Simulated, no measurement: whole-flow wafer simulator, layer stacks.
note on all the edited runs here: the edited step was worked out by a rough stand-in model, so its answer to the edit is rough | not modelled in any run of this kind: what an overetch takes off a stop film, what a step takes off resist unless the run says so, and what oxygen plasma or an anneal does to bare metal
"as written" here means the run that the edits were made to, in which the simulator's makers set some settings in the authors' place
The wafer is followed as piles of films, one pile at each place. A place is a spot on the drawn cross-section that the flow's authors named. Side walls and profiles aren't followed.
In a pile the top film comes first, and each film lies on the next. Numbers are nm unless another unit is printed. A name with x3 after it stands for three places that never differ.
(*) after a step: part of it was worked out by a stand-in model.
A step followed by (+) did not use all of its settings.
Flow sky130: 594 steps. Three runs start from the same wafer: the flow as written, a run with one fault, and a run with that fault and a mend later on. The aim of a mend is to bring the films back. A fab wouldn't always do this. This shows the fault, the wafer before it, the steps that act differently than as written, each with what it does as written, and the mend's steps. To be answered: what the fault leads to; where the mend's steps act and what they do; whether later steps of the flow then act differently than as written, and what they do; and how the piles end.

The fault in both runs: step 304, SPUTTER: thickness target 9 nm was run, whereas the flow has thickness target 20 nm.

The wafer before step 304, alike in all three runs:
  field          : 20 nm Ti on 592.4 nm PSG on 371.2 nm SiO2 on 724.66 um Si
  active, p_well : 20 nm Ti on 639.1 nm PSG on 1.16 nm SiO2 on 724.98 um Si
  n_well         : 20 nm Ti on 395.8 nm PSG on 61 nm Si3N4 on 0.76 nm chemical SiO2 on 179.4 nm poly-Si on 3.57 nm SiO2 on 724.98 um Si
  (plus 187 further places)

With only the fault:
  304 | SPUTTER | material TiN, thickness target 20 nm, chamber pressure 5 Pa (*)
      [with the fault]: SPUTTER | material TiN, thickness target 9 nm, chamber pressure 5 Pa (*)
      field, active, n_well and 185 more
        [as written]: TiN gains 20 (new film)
        [with the fault]: TiN gains 9 (new film)
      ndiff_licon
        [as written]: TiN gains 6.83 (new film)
        [with the fault]: TiN gains 3.13 (new film)
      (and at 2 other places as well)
  Steps further on in the flow that do not act as written (1 other step is not shown; it differs only slightly, by no more than 2% or 0.5 nm, whichever is larger):
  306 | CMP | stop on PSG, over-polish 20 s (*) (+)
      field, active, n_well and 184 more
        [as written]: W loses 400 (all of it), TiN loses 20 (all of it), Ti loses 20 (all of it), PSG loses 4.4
        [with the fault]: W loses 400 (all of it), TiN loses 9 (all of it), Ti loses 20 (all of it), PSG loses 4.4
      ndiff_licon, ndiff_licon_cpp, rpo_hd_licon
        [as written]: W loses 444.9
        [with the fault]: W loses 433.9
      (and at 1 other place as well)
  The piles end different from the flow's at poly_licon, ndiff_licon, ndiff_licon_cpp, rpo_hd_licon by more than 2% or 0.5 nm, whichever is larger.
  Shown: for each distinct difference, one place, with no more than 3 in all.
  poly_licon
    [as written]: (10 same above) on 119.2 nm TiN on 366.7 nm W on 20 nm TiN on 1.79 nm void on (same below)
    [with the fault]: (10 same above) on 119.2 nm TiN on 377.7 nm W on 9 nm TiN on 1.79 nm void on (same below)
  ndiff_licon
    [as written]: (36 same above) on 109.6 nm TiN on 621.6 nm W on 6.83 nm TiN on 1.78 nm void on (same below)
    [with the fault]: (36 same above) on 109.6 nm TiN on 625.3 nm W on 3.13 nm TiN on 1.78 nm void on (same below)
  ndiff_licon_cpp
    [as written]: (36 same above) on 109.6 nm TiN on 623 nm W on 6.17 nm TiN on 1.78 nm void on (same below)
    [with the fault]: (36 same above) on 109.6 nm TiN on 626.3 nm W on 2.82 nm TiN on 1.78 nm void on (same below)

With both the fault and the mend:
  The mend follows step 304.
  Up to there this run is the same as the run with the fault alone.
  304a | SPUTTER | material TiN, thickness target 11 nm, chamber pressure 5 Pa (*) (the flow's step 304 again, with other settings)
      field, active, n_well and 185 more
        TiN gains 11
      ndiff_licon
        TiN gains 3.7
      ndiff_licon_cpp
        TiN gains 3.35
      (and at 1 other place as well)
  Every later step of the flow that is run acts as written, at every place that is followed, to within 2% or 0.5 nm, whichever is larger.
  At the end the piles are close to the flow's at the places that both follow, differing by at most 2% or 0.5 nm, whichever is larger.
